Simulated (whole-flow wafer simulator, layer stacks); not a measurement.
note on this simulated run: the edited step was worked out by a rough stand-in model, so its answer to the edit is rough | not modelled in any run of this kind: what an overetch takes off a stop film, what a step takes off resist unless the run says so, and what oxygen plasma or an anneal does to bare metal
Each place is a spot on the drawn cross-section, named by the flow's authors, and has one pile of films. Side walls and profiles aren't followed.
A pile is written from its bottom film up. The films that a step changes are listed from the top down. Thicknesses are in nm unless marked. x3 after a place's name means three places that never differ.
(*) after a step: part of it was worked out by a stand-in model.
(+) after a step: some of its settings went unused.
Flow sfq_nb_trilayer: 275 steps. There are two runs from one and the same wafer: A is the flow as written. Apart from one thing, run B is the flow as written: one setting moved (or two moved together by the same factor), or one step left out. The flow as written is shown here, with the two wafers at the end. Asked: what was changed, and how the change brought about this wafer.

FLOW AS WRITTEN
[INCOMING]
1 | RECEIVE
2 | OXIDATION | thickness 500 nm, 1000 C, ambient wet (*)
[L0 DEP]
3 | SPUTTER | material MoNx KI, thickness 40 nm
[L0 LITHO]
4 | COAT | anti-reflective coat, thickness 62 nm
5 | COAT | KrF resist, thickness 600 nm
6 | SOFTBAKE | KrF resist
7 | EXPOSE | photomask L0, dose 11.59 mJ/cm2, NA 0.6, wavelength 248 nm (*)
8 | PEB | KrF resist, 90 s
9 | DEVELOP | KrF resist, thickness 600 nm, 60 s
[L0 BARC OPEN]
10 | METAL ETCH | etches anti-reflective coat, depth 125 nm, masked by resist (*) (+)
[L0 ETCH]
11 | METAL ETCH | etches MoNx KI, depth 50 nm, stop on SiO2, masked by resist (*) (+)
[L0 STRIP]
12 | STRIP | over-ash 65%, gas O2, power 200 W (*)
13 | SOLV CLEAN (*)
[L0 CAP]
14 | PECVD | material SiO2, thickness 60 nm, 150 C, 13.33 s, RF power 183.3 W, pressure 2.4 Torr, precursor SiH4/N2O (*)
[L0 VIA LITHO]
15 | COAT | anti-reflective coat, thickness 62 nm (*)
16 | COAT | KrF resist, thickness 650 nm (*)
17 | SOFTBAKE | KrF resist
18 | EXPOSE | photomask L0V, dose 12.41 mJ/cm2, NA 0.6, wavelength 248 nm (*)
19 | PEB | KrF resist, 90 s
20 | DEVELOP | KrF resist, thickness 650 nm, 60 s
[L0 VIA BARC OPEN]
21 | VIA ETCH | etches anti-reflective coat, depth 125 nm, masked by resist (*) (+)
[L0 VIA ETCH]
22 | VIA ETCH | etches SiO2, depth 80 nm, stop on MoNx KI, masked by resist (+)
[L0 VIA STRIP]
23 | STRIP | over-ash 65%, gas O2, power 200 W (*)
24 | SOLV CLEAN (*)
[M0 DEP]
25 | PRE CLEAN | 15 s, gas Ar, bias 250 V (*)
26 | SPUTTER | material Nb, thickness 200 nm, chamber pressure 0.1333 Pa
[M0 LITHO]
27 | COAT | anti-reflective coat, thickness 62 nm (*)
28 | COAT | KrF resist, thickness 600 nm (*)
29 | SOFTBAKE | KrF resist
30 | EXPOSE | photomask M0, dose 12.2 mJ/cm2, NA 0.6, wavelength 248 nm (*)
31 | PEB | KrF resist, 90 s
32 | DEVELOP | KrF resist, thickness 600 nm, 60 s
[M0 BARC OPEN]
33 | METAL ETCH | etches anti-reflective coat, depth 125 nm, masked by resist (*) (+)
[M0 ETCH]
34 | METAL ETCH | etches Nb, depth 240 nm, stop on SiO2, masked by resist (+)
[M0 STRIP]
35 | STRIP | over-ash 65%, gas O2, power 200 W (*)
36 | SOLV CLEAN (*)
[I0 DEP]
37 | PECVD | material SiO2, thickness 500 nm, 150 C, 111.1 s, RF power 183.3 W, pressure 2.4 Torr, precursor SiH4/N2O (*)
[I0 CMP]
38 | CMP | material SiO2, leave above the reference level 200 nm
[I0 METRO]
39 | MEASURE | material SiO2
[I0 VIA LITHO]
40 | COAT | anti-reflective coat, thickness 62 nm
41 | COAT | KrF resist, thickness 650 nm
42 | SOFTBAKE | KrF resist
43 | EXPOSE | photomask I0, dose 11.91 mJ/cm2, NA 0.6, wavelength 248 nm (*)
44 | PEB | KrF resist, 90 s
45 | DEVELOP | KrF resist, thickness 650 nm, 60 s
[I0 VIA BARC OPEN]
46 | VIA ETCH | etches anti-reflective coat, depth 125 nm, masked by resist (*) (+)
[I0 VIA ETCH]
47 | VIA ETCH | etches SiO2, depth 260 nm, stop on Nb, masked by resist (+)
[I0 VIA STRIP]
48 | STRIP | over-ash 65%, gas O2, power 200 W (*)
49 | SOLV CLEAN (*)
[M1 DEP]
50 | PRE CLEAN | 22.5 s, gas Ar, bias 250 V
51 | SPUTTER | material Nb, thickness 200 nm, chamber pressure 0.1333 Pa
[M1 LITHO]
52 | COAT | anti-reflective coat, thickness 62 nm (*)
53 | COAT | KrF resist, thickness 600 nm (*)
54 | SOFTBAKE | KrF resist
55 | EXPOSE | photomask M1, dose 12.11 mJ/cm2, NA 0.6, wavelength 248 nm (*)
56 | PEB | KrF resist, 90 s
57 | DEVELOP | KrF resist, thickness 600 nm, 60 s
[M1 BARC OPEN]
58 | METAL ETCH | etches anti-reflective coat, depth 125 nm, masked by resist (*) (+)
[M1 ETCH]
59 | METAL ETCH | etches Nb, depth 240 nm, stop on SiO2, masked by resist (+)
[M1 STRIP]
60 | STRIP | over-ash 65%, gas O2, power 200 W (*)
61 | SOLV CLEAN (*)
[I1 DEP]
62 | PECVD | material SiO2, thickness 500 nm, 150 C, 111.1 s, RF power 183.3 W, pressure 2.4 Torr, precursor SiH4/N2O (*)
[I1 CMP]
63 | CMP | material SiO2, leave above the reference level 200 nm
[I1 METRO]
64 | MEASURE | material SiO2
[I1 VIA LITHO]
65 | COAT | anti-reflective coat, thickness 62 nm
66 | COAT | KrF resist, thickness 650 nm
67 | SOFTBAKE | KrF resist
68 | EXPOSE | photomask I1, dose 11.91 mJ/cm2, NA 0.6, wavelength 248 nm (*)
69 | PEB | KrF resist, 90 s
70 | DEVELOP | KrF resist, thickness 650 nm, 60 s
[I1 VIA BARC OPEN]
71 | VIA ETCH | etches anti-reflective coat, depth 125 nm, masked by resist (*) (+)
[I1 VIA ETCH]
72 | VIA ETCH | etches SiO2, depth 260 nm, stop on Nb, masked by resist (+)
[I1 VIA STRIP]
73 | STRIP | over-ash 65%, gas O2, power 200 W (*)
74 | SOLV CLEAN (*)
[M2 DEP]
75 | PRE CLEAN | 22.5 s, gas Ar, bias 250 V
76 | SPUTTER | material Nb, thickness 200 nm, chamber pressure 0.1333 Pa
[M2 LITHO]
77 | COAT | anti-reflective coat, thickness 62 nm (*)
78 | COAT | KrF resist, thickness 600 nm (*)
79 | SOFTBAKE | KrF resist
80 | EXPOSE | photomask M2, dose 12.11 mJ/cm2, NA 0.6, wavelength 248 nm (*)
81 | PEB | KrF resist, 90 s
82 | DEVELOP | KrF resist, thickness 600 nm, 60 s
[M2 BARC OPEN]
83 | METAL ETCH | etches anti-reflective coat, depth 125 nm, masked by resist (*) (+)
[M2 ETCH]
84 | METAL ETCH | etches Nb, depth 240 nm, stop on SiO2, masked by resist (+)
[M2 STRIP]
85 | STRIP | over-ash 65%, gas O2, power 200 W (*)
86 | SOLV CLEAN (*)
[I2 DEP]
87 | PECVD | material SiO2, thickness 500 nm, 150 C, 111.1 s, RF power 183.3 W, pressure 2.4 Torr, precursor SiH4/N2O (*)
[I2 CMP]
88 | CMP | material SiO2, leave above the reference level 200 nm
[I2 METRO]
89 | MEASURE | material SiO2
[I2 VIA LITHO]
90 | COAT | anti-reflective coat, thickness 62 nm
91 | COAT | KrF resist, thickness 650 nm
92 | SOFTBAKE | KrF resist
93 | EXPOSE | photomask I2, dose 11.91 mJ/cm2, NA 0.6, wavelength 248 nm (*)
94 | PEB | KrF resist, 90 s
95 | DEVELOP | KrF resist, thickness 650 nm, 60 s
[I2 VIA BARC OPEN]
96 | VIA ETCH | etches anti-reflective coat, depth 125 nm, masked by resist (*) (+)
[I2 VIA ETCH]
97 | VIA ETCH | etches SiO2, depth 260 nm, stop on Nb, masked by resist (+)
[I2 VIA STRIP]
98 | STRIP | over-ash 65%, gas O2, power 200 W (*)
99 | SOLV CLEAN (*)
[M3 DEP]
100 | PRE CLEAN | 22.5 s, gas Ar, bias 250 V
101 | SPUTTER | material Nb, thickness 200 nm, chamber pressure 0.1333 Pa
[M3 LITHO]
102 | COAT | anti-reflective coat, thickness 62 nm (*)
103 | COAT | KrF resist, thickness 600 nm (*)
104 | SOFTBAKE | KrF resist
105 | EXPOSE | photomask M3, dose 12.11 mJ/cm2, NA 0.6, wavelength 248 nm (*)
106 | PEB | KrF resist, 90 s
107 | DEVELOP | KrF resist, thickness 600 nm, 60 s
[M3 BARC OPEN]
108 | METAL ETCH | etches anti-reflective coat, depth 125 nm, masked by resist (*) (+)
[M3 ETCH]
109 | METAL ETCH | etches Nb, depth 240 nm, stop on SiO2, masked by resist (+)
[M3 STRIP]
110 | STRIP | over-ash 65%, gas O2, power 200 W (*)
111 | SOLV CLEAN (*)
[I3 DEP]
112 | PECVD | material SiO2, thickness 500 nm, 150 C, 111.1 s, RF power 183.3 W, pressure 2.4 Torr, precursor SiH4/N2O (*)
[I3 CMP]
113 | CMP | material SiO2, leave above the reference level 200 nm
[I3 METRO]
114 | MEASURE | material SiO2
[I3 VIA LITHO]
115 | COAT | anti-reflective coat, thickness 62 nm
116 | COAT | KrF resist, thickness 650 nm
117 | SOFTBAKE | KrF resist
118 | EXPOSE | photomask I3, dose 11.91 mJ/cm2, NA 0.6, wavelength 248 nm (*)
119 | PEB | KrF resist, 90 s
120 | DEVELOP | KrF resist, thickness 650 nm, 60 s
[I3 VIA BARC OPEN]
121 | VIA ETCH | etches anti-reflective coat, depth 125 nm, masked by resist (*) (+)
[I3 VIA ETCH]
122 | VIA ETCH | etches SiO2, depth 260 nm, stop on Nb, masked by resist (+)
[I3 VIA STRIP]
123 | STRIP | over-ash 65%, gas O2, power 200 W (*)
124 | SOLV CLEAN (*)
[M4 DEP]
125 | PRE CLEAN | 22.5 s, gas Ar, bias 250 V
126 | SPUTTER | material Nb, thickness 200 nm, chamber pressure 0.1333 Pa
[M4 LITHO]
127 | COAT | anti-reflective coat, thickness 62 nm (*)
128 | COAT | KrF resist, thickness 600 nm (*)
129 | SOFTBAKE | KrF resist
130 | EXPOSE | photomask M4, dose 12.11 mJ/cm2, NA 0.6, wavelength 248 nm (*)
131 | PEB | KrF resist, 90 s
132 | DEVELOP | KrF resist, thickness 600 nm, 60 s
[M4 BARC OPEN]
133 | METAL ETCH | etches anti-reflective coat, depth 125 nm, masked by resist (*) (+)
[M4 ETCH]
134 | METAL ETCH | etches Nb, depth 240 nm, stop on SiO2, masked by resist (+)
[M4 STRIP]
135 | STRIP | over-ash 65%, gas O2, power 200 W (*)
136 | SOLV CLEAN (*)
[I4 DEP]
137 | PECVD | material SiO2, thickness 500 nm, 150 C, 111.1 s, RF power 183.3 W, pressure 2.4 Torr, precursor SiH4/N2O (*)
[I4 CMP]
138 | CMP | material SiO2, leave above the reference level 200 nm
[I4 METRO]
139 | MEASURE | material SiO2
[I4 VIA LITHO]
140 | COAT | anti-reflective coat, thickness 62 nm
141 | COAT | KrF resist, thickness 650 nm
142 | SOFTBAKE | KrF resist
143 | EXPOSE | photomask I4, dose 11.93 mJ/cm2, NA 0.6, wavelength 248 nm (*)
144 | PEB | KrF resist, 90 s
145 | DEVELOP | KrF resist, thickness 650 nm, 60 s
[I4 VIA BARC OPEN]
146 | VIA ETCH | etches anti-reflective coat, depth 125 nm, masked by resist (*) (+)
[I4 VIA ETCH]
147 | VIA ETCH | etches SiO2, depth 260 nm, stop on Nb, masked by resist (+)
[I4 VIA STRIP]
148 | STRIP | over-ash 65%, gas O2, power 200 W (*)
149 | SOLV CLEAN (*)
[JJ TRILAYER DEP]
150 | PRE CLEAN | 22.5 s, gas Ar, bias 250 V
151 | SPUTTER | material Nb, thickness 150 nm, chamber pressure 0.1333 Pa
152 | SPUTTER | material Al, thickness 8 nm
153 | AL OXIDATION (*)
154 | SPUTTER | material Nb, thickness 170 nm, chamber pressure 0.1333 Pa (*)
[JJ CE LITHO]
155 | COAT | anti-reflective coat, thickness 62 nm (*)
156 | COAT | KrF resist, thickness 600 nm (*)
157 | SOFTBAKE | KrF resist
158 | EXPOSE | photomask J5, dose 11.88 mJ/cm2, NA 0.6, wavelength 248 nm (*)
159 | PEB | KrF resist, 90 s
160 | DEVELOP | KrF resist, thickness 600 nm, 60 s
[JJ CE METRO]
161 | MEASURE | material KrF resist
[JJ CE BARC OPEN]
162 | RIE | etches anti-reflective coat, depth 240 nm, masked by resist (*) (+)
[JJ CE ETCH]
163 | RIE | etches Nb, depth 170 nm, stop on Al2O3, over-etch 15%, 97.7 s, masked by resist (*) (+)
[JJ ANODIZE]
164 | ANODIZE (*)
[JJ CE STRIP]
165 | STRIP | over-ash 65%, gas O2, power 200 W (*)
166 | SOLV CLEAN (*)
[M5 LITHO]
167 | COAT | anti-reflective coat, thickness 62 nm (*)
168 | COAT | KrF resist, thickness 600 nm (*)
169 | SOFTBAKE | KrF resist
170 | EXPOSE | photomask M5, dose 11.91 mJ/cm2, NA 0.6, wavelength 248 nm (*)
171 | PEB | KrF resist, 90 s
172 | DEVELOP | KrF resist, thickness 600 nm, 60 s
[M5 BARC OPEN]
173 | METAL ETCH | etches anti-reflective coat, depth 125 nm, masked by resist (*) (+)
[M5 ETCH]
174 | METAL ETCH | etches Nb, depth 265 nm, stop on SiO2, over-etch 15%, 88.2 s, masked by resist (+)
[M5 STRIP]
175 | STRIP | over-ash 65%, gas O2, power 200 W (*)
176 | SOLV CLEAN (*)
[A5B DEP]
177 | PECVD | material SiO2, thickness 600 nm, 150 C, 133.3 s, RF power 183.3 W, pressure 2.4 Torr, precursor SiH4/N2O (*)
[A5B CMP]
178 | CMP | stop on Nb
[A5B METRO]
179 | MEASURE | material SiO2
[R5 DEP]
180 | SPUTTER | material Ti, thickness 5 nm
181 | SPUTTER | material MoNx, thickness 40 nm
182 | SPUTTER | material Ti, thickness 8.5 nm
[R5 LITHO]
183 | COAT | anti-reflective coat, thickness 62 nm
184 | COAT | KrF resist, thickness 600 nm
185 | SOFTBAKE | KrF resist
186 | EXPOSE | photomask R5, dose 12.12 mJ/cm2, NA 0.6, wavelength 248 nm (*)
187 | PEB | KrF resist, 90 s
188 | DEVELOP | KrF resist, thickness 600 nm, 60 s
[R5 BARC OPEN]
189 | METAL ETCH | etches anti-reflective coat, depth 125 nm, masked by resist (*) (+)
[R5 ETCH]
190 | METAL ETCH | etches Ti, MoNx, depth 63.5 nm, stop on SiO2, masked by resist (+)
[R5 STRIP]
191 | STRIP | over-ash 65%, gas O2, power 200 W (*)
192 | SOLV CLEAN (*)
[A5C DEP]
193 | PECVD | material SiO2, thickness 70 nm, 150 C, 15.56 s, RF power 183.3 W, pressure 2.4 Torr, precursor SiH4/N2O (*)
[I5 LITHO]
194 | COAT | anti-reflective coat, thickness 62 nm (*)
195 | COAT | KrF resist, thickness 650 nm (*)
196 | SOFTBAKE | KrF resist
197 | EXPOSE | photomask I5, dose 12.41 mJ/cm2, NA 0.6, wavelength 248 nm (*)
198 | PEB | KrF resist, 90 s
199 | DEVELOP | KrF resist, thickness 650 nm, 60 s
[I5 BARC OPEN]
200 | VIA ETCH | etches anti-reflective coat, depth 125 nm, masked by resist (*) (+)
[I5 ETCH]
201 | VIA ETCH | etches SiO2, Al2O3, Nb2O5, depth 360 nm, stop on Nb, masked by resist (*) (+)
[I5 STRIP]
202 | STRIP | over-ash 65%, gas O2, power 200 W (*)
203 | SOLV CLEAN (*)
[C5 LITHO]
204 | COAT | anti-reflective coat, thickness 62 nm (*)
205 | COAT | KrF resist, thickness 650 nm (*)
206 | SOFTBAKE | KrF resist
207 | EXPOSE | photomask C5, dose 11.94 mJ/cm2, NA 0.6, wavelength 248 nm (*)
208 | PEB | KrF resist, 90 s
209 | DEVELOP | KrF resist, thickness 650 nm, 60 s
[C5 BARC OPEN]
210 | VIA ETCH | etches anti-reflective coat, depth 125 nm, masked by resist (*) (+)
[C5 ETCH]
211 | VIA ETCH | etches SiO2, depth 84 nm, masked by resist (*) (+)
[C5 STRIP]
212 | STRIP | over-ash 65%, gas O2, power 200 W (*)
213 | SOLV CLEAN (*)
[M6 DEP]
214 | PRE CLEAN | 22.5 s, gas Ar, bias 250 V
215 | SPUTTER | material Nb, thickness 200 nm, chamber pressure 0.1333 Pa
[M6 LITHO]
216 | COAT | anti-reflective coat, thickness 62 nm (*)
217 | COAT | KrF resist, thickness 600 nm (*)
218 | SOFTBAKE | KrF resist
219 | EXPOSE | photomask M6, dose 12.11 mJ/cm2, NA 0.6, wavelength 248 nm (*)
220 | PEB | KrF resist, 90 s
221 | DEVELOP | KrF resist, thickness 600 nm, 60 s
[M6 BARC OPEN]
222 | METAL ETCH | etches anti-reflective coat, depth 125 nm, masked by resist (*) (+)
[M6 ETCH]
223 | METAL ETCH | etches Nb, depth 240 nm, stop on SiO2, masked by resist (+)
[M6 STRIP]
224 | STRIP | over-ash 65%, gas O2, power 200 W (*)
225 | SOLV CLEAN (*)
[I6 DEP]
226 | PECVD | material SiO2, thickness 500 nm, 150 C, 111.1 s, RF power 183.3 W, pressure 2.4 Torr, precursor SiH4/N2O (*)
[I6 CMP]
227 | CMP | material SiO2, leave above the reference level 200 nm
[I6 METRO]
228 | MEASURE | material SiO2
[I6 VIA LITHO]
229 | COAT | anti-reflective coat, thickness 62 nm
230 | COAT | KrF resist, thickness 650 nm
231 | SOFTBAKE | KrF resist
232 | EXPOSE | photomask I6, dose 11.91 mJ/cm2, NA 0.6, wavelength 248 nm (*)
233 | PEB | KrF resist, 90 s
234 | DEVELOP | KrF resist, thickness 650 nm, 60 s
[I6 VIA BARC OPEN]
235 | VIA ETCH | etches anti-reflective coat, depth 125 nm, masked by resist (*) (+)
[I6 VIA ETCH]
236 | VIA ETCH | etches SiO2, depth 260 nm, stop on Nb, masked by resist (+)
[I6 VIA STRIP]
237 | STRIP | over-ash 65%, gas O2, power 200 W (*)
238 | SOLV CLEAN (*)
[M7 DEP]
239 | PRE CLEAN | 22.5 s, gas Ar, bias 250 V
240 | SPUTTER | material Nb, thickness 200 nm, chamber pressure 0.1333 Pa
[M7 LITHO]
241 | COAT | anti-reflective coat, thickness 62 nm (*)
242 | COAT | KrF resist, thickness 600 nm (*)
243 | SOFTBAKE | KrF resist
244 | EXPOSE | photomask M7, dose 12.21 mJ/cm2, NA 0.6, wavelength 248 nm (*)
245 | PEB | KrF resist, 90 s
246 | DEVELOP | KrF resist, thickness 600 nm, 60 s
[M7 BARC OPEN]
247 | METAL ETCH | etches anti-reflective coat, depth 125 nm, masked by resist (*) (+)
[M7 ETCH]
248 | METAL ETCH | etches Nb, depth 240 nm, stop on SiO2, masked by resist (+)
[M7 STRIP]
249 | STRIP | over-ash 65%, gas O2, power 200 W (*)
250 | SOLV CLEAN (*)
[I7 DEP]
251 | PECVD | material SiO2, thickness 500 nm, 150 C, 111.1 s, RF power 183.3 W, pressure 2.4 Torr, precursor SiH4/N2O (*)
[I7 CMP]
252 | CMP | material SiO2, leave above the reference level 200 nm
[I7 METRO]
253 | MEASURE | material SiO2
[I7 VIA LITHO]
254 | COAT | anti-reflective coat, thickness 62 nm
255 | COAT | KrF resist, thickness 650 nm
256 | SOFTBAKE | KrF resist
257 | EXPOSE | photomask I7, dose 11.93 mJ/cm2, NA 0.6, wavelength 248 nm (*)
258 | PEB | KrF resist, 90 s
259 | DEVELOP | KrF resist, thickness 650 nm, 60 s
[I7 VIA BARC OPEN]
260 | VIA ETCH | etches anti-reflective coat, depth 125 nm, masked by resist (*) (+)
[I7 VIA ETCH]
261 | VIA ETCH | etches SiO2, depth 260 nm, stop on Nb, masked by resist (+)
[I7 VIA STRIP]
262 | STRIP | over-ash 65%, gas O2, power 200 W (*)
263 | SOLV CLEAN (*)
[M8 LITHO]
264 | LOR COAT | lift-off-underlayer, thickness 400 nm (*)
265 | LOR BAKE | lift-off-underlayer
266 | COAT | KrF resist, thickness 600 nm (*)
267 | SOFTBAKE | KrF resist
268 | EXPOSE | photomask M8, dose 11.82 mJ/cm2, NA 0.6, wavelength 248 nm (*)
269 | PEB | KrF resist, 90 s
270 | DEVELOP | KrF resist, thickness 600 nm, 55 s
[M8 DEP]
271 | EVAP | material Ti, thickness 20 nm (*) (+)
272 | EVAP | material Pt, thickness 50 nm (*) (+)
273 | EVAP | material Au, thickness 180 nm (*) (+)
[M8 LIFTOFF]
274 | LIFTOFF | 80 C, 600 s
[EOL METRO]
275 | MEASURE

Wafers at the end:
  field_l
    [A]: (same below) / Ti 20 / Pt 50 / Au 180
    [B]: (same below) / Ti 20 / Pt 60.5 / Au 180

What caused this: step 272, EVAP: thickness 60.5 nm was run, while the flow as written has thickness 50 nm.
The wafer lets one read it off: field_l has Pt 60.5, and step 272 as written asks for 50 nm.

The path from the change to this, step by step:
  272 | EVAP | material Pt, thickness 50 nm (*) (+)
      field_l, v_sur, via_wl and 103 more: A Pt gains 50 (new film) | B Pt gains 60.5 (new film)
  274 | LIFTOFF | 80 C, 600 s
      p4_fl, p4_fm, p4_w1 and 71 more: A Au loses 180 (all of it), Pt loses 50 (all of it), Ti loses 20 (all of it), KrF resist loses 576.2 (all of it), lift-off-underlayer loses 400 (all of it) | B Au loses 180 (all of it), Pt loses 60.5 (all of it), Ti loses 20 (all of it), KrF resist loses 576.2 (all of it), lift-off-underlayer loses 400 (all of it)
      c5j, ce_r: A Au loses 180 (all of it), Pt loses 50 (all of it), Ti loses 20 (all of it), KrF resist loses 573.3 (all of it), lift-off-underlayer loses 399.3 (all of it) | B Au loses 180 (all of it), Pt loses 60.5 (all of it), Ti loses 20 (all of it), KrF resist loses 573.3 (all of it), lift-off-underlayer loses 399.3 (all of it)
      (as well as at 19 more places)
